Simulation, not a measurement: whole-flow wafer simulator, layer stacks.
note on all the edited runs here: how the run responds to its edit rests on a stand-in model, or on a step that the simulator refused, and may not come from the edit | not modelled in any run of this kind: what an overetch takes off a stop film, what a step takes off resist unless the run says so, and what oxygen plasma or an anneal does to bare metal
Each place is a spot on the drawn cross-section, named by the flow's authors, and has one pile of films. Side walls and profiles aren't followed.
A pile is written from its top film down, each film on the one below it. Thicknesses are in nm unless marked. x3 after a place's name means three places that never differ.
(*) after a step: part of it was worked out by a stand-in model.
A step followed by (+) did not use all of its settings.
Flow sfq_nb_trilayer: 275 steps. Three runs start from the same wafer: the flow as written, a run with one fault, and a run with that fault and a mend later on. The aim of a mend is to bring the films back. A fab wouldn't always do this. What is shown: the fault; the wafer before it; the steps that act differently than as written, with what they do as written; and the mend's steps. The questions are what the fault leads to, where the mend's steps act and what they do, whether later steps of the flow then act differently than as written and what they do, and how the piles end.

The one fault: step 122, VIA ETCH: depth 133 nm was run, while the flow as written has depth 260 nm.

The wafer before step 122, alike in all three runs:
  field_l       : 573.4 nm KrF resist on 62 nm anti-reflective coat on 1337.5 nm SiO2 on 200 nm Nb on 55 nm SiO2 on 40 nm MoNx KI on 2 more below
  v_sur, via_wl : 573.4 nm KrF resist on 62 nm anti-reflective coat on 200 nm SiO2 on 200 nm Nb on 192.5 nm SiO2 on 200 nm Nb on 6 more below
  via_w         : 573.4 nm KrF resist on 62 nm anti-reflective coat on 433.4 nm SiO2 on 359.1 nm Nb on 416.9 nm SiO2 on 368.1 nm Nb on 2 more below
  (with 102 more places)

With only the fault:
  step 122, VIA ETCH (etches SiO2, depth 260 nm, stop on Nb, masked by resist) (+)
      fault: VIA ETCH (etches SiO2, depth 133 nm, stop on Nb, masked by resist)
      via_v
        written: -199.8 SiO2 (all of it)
        fault: -133 SiO2
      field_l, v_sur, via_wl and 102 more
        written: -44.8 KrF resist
        fault: -22.9 KrF resist
  Steps further on in the flow that do not act as written (not shown: 3 more steps that differ only slightly, by at most 2% or 0.5 nm, whichever is larger):
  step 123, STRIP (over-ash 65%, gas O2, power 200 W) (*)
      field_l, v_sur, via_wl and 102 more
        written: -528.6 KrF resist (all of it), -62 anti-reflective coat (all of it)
        fault: -550.5 KrF resist (all of it), -62 anti-reflective coat (all of it)
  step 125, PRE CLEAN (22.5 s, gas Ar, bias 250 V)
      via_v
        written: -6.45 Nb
        fault: -7.5 SiO2
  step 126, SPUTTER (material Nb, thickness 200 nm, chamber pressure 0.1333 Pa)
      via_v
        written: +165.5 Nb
        fault: +180 Nb (new film)
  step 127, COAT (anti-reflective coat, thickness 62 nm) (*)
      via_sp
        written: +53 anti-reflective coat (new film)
        fault: +54.3 anti-reflective coat (new film)
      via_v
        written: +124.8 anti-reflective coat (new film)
        fault: +109.5 anti-reflective coat (new film)
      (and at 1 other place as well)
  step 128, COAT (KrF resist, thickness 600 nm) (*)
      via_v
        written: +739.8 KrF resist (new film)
        fault: +685.5 KrF resist (new film)
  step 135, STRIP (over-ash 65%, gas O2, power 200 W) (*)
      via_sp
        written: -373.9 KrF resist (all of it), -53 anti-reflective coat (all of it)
        fault: -378.4 KrF resist (all of it), -54.3 anti-reflective coat (all of it)
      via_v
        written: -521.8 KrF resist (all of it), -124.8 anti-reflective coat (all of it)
        fault: -467.7 KrF resist (all of it), -109.5 anti-reflective coat (all of it)
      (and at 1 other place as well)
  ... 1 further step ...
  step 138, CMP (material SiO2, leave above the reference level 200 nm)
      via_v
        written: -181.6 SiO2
        fault: -157.1 SiO2
  By the end, the piles at via_v depart from the flow's by more than 2% or 0.5 nm, whichever is larger.
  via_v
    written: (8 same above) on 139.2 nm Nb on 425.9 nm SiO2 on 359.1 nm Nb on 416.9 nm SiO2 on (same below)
    fault: (8 same above) on 139.2 nm Nb on 345.6 nm SiO2 on 180 nm Nb on 59.3 nm SiO2 on 200 nm Nb on 416.9 nm SiO2 on (same below)

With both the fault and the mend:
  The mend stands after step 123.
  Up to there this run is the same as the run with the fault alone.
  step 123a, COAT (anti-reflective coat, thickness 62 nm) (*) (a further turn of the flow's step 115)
      p4_fl x3, p4_w1 x9, p4_g1 x2 and 63 more
        +62 anti-reflective coat (new film)
      be_r, r_sur, res and 6 more
        +61.8 anti-reflective coat (new film)
      ce_l, c5j, ce_r, sp_r
        +61.7 anti-reflective coat (new film)
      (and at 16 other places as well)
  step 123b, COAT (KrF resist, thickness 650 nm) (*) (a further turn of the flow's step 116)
      p4_fl x3, p4_w1 x9, p4_g1 x2 and 63 more
        +650 KrF resist (new film)
      field_r, lsp_l, ln_m5, lsp_m, ln_m6, lsp_r, l0_sur, l0v
        +649.7 KrF resist (new film)
      res, r_end, moat
        +649.6 KrF resist (new film)
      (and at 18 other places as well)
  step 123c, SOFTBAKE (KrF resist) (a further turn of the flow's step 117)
      does not change any film at any place that is followed
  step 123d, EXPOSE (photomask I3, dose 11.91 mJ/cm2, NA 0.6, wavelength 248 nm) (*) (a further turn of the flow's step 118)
      does not change any film at any place that is followed
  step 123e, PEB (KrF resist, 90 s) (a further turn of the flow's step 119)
      ce_l, c5j, ce_r and 91 more
        -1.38 KrF resist
      field_l, v_sur, via_wl and 8 more
        -1.37 KrF resist
      via_v
        -1.57 KrF resist
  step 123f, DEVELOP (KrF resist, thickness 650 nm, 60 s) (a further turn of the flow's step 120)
      field_l, v_sur, via_wl and 102 more
        -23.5 KrF resist
      via_v
        -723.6 KrF resist (all of it)
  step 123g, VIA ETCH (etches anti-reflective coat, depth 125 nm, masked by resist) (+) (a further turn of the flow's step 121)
      field_l, v_sur, via_wl and 102 more
        -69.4 KrF resist
      via_v
        -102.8 anti-reflective coat (all of it), -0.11 SiO2
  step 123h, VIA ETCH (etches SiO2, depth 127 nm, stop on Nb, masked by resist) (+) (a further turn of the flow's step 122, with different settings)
      field_l, v_sur, via_wl and 102 more
        -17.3 KrF resist
      via_v
        -66.7 SiO2 (all of it)
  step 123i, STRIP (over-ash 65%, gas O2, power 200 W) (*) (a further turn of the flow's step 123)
      p4_fl x3, p4_w1 x9, p4_g1 x2 and 63 more
        -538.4 KrF resist (all of it), -62 anti-reflective coat (all of it)
      field_r, lsp_l, ln_m5, lsp_m
        -538.1 KrF resist (all of it), -61.8 anti-reflective coat (all of it)
      ln_m6, lsp_r, l0_sur, l0v
        -538.1 KrF resist (all of it), -61.9 anti-reflective coat (all of it)
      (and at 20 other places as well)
  Every later step of the flow that is run acts as written at every place that is followed.
  The piles end the same as the flow's at every place that both follow.
